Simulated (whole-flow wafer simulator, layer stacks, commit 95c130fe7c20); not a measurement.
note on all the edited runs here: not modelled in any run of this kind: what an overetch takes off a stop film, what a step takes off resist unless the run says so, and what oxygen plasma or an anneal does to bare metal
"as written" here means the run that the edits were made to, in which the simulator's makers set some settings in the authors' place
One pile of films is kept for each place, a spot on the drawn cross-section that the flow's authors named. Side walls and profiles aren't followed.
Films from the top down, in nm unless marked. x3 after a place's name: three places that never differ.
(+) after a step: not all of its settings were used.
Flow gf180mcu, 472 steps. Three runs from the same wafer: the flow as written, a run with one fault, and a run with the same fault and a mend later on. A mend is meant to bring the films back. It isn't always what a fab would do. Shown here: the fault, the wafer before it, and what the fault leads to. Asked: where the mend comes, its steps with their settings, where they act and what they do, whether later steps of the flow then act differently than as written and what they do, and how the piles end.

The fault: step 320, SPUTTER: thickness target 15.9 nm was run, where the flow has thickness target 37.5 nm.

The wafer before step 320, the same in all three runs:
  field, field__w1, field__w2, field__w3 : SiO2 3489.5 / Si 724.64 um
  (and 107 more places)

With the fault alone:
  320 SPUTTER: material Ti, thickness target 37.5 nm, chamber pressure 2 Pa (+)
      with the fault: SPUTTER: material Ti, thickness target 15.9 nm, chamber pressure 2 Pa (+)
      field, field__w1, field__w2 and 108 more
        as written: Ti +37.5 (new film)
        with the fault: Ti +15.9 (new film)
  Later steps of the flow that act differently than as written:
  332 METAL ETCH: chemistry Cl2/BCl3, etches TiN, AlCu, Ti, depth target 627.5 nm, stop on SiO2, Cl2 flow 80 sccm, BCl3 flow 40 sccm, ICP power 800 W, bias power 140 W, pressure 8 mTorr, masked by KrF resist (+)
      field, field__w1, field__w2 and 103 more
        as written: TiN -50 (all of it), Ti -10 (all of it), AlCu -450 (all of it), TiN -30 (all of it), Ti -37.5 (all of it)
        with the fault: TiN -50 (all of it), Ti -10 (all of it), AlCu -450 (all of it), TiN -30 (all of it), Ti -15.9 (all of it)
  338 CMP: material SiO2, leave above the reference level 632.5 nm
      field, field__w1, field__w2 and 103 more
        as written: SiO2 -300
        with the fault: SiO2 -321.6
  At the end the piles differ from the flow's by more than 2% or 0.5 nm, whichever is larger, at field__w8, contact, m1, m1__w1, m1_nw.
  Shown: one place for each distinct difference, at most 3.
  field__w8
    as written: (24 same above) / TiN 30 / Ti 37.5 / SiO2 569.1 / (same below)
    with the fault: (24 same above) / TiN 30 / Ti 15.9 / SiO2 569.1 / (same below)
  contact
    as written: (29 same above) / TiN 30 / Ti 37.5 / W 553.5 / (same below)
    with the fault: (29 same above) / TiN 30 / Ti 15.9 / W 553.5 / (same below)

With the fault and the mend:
  The mend comes after step 320.
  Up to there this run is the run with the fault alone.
  320a SPUTTER: material Ti, thickness target 21.6 nm, chamber pressure 2 Pa (+) (the flow's step 320 once more, with other settings)
      field, field__w1, field__w2 and 108 more
        Ti +21.6
  No later step of the flow acts differently than as written at any place that is followed.
  At the end the piles are the same as the flow's at every place that both follow.
